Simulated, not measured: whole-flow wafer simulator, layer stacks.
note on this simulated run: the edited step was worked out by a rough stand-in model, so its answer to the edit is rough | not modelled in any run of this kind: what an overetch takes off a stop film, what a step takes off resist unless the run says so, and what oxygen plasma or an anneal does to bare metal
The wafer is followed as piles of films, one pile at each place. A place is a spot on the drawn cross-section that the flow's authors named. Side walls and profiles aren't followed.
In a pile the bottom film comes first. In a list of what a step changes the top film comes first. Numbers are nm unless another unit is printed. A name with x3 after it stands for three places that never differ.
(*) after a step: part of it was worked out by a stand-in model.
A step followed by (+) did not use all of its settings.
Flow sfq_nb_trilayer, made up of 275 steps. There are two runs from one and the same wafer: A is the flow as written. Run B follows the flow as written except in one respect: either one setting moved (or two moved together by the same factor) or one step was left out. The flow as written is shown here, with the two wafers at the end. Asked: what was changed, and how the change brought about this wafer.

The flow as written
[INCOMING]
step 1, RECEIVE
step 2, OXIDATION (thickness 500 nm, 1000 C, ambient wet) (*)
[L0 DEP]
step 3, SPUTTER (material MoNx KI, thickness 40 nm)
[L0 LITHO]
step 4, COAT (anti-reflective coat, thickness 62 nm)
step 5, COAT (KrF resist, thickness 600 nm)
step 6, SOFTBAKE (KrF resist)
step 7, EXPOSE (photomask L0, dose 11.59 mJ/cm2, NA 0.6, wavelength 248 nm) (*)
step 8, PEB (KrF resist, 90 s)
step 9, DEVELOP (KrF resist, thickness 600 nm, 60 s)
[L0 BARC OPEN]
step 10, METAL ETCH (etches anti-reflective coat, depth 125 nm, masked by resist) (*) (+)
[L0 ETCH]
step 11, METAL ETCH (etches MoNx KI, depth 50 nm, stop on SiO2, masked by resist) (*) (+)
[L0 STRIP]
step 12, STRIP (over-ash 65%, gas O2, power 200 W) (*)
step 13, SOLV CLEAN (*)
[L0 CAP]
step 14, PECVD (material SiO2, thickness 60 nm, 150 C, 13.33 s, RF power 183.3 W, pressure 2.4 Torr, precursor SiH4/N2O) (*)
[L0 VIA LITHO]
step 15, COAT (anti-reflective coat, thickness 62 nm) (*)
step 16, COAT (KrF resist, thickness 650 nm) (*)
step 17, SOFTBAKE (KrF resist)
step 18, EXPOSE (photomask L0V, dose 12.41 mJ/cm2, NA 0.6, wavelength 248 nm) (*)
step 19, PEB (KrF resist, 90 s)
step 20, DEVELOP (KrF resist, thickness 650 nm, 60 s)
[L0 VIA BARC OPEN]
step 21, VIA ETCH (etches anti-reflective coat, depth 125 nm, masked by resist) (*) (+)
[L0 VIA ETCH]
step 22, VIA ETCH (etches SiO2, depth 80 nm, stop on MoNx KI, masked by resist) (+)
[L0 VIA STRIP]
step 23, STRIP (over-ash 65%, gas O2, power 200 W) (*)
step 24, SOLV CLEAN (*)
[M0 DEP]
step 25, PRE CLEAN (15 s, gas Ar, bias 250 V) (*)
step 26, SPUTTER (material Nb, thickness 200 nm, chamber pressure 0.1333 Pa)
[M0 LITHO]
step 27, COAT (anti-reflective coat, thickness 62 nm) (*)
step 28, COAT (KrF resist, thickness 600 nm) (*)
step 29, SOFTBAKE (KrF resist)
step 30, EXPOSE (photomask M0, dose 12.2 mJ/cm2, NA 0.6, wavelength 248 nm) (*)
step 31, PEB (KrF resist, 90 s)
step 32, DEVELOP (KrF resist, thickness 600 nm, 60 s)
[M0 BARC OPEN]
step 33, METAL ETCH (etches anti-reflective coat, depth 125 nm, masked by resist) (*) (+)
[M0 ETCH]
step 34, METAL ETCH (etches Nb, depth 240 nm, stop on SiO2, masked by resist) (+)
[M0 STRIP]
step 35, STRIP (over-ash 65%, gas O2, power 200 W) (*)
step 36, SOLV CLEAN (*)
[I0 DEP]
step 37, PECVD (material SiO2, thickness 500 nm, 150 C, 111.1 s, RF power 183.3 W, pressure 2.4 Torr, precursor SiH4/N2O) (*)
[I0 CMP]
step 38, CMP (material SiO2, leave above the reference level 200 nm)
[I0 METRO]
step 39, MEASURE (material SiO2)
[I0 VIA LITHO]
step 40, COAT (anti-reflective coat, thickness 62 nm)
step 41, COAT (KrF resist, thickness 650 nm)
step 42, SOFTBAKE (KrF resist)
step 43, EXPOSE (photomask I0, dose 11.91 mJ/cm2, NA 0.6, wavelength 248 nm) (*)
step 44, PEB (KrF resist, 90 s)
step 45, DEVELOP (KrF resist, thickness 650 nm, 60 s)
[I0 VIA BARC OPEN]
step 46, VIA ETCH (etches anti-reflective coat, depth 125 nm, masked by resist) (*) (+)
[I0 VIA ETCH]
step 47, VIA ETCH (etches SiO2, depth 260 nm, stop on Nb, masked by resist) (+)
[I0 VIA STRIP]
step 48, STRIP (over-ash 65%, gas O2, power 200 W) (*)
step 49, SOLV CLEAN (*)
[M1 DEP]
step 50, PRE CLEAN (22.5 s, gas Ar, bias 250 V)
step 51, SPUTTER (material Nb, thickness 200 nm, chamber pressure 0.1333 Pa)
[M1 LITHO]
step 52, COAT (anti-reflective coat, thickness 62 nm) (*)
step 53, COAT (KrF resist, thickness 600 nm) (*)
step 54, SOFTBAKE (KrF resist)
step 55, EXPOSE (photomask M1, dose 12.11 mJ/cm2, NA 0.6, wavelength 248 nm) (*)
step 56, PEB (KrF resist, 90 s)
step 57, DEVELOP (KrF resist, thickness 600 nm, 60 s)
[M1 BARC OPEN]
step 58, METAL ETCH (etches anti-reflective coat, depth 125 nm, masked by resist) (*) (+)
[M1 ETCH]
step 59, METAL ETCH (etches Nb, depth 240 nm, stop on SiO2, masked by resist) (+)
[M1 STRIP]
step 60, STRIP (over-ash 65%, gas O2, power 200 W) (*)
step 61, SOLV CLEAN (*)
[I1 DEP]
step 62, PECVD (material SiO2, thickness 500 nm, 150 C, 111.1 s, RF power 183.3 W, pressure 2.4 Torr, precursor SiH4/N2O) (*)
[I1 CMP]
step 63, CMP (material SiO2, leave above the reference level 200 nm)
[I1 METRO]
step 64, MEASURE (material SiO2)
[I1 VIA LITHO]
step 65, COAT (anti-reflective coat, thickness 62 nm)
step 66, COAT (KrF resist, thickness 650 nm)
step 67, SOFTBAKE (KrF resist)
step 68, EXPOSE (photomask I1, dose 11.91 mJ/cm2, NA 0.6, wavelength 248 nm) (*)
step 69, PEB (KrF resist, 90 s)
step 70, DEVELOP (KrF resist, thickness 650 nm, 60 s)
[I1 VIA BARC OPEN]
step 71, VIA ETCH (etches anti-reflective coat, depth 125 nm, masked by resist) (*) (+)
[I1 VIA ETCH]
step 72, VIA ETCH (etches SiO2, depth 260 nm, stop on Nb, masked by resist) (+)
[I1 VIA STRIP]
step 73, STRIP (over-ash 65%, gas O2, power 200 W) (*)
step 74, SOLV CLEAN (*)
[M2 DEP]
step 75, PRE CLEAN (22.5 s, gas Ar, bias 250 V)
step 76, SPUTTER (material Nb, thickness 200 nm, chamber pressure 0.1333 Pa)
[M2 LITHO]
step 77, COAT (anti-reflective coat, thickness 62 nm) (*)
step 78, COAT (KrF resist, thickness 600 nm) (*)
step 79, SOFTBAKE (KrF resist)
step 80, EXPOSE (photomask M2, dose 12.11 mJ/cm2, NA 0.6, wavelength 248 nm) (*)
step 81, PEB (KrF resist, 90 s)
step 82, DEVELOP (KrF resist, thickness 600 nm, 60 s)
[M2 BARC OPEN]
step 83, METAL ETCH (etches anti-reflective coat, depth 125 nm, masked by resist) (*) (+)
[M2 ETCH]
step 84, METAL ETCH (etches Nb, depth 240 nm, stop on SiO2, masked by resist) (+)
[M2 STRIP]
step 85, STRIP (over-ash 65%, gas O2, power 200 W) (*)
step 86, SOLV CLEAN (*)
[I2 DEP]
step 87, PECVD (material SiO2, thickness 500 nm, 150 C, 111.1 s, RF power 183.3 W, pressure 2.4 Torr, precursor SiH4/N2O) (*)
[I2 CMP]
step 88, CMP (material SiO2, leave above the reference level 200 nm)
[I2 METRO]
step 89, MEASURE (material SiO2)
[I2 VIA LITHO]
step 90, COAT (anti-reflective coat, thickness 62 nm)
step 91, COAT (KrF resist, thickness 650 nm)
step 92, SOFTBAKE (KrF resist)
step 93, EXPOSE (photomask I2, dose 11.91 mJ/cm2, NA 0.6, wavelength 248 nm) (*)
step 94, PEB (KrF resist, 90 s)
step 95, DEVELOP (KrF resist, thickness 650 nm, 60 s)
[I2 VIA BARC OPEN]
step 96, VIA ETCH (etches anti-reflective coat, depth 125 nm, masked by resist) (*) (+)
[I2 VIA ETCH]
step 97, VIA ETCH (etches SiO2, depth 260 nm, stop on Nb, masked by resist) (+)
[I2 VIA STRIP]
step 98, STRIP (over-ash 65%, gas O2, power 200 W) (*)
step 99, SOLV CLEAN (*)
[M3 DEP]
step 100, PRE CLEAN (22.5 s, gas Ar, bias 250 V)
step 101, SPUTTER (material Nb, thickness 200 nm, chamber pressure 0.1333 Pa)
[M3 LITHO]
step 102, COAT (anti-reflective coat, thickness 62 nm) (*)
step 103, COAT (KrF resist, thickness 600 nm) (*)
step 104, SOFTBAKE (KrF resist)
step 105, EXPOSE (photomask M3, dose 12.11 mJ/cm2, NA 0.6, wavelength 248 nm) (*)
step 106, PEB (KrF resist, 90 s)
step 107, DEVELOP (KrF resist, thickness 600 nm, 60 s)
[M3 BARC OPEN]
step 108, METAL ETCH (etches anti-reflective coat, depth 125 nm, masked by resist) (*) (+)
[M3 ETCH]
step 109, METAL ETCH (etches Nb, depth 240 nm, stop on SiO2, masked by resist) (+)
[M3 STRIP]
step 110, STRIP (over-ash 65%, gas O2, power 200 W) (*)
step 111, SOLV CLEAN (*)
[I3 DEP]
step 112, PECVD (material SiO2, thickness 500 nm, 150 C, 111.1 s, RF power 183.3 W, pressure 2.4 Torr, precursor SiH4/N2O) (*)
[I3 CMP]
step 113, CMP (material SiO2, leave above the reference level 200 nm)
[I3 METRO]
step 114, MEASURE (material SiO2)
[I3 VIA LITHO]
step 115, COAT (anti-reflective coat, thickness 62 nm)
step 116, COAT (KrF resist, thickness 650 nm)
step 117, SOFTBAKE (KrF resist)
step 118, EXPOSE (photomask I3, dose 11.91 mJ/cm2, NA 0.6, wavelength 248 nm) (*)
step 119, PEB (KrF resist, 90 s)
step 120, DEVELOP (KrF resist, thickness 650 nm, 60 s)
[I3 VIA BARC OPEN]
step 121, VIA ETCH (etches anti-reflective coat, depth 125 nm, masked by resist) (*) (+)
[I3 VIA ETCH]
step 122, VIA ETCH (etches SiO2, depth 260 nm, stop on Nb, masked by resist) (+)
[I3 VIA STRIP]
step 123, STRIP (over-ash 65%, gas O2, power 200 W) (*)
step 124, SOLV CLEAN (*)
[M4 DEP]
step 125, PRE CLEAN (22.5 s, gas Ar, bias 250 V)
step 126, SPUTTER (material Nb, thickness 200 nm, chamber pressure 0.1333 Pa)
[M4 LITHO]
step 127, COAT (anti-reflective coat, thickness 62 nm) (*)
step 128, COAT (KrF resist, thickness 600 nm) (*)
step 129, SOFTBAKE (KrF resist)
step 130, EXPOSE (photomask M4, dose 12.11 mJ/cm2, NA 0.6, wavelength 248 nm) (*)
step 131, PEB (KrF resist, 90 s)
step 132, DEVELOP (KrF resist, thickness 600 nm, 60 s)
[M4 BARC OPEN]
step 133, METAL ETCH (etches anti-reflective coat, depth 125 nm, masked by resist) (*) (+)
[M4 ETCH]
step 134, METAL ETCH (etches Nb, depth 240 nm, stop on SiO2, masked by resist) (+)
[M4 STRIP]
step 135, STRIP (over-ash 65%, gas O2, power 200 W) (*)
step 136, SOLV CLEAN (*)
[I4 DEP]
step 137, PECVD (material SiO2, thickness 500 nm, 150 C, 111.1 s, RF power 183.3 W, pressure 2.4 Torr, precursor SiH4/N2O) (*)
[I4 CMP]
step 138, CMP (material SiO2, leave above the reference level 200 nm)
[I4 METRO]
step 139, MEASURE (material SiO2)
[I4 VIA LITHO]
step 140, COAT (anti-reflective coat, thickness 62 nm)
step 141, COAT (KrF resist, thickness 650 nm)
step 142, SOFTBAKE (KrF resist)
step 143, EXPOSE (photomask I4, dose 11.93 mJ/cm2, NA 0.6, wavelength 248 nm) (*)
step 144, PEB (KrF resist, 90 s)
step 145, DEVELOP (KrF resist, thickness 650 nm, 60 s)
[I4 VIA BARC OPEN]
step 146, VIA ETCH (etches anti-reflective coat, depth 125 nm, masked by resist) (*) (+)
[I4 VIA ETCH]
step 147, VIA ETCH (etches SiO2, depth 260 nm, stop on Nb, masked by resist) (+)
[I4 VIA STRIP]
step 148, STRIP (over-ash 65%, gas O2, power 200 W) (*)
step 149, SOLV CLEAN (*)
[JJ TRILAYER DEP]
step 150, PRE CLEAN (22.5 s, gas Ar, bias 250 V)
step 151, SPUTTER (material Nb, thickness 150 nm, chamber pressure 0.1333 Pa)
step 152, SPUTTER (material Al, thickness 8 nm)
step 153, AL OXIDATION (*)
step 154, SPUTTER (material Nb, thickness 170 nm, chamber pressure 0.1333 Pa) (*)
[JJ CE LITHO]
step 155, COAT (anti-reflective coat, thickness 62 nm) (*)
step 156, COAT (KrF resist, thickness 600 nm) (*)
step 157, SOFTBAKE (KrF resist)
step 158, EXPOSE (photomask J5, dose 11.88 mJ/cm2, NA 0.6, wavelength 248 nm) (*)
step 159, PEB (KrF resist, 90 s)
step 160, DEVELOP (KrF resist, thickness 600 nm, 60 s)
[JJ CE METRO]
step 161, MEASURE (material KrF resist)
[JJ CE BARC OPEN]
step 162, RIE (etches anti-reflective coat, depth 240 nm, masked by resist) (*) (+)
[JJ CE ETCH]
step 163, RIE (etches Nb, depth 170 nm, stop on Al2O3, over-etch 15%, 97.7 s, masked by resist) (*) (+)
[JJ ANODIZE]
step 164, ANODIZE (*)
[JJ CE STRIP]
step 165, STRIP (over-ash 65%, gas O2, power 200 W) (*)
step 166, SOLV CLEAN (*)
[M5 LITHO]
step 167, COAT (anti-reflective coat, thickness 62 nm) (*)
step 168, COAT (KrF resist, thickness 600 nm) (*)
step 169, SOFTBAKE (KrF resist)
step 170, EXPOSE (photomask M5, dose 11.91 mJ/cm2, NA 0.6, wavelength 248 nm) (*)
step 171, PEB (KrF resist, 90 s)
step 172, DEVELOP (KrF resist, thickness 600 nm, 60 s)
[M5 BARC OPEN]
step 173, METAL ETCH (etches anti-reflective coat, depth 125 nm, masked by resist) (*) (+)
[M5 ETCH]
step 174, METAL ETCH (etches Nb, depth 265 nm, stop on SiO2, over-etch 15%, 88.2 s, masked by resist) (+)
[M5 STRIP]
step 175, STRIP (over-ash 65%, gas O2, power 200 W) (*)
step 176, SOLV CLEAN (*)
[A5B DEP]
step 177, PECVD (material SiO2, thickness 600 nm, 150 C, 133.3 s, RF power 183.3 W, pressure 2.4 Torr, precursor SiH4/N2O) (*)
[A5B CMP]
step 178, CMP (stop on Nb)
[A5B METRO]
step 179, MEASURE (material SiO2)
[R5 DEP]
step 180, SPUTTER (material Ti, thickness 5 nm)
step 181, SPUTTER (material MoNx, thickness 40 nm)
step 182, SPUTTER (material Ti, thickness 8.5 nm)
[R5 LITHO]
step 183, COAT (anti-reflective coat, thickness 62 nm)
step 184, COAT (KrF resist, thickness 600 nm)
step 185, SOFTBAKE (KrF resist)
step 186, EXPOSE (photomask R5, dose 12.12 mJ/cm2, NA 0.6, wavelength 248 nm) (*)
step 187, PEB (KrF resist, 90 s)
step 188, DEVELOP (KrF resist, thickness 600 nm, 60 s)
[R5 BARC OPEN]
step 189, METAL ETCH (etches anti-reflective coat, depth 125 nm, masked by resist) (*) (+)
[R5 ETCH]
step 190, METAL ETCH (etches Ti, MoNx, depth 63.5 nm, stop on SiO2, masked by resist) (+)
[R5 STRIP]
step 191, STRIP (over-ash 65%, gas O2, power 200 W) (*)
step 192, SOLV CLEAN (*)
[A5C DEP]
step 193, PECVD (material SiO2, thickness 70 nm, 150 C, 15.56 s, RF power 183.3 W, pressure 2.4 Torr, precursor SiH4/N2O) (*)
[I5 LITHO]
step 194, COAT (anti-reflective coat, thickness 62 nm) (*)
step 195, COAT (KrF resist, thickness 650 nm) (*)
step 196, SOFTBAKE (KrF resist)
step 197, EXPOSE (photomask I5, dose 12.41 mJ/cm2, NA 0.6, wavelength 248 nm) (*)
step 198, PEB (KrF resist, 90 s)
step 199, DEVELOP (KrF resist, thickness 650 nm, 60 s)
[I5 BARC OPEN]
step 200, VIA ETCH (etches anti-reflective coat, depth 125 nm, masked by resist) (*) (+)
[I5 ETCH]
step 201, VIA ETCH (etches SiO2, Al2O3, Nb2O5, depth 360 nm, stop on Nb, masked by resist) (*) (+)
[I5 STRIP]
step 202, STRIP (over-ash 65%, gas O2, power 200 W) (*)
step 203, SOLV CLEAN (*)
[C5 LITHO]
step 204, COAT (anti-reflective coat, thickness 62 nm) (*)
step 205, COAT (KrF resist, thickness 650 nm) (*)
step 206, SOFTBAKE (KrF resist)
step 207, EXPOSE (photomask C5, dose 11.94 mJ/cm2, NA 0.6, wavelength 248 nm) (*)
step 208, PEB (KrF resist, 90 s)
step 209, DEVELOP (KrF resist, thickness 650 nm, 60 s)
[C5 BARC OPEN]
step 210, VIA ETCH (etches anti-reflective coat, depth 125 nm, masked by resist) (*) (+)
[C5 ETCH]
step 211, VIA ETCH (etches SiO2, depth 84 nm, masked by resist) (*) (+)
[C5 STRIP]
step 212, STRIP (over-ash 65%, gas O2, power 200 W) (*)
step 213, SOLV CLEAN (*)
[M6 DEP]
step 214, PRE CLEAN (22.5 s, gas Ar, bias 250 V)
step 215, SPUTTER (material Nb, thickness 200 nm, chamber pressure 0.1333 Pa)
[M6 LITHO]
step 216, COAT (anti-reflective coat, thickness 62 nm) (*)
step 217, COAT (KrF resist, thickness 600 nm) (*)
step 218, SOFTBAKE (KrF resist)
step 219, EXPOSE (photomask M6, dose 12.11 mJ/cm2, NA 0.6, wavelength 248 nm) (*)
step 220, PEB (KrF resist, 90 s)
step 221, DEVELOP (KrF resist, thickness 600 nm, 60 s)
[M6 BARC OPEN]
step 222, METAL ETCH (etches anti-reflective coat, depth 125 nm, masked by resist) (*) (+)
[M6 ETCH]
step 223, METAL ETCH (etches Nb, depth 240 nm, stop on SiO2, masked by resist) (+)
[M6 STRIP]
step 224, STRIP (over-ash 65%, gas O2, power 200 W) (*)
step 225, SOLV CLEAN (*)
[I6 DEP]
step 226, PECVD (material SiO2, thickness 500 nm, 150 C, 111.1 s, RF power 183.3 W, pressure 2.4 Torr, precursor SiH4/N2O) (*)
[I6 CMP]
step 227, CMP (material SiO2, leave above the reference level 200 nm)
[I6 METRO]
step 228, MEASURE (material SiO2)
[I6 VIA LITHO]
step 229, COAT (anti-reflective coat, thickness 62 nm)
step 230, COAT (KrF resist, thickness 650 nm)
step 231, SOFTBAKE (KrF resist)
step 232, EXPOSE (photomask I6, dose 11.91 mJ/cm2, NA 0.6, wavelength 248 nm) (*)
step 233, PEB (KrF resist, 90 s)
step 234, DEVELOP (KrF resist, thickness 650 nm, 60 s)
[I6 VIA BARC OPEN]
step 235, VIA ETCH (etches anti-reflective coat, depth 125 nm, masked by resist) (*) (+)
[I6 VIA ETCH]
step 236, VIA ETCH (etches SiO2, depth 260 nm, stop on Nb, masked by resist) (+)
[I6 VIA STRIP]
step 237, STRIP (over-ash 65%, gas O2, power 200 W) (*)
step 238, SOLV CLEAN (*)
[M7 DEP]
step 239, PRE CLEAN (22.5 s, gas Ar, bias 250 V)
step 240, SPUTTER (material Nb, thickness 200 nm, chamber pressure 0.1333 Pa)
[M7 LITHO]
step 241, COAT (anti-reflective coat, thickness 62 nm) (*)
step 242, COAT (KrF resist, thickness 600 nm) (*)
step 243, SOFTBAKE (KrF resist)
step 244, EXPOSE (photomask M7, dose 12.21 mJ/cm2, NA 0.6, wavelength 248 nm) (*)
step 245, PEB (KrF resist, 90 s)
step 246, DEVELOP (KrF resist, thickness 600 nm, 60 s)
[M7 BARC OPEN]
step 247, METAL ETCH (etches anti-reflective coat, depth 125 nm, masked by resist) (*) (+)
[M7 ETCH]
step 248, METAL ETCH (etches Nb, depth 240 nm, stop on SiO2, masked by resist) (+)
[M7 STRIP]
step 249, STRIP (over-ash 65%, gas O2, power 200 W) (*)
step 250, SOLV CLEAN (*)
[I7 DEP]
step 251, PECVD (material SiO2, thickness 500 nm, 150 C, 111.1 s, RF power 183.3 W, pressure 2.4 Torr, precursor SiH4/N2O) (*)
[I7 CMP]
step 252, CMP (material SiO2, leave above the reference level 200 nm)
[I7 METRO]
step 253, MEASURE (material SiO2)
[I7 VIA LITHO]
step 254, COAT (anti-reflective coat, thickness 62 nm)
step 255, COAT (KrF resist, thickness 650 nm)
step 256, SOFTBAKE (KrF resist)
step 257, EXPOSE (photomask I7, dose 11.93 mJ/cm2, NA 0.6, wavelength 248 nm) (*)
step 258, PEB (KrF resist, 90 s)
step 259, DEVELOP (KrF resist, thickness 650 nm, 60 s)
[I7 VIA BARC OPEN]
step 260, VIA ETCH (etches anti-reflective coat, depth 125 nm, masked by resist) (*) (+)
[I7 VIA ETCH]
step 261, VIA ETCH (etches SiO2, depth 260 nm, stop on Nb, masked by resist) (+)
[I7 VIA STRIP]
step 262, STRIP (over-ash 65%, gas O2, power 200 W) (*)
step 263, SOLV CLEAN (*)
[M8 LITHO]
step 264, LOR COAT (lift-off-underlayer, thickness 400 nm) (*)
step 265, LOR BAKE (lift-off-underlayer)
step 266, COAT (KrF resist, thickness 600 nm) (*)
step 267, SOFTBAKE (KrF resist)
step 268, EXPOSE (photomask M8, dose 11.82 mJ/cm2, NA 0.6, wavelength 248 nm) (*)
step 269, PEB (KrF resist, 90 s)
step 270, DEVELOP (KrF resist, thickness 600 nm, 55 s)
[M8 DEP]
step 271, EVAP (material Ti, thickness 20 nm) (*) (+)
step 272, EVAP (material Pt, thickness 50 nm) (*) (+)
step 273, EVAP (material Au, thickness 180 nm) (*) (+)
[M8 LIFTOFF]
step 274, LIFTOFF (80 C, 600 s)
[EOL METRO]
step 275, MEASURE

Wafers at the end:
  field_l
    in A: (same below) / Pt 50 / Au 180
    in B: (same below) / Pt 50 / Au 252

What caused this: step 273, EVAP: thickness 252 nm was run, whereas the flow has thickness 180 nm.
One can read it off the wafer: field_l has Au 252, and step 273 as written asks for 180 nm.

How this came from the change, step by step:
  step 273, EVAP (material Au, thickness 180 nm) (*) (+)
      field_l, v_sur, via_wl and 103 more: A Au gains 180 (new film) | B Au gains 252 (new film)
  step 274, LIFTOFF (80 C, 600 s)
      p4_fl x3, p4_w1 x9, p4_g1 x2 and 60 more: A Au loses 180 (all of it), Pt loses 50 (all of it), Ti loses 20 (all of it), KrF resist loses 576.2 (all of it), lift-off-underlayer loses 400 (all of it) | B Au loses 252 (all of it), Pt loses 50 (all of it), Ti loses 20 (all of it), KrF resist loses 576.2 (all of it), lift-off-underlayer loses 400 (all of it)
      c5j, ce_r: A Au loses 180 (all of it), Pt loses 50 (all of it), Ti loses 20 (all of it), KrF resist loses 573.3 (all of it), lift-off-underlayer loses 399.3 (all of it) | B Au loses 252 (all of it), Pt loses 50 (all of it), Ti loses 20 (all of it), KrF resist loses 573.3 (all of it), lift-off-underlayer loses 399.3 (all of it)
      (also at 19 further places)
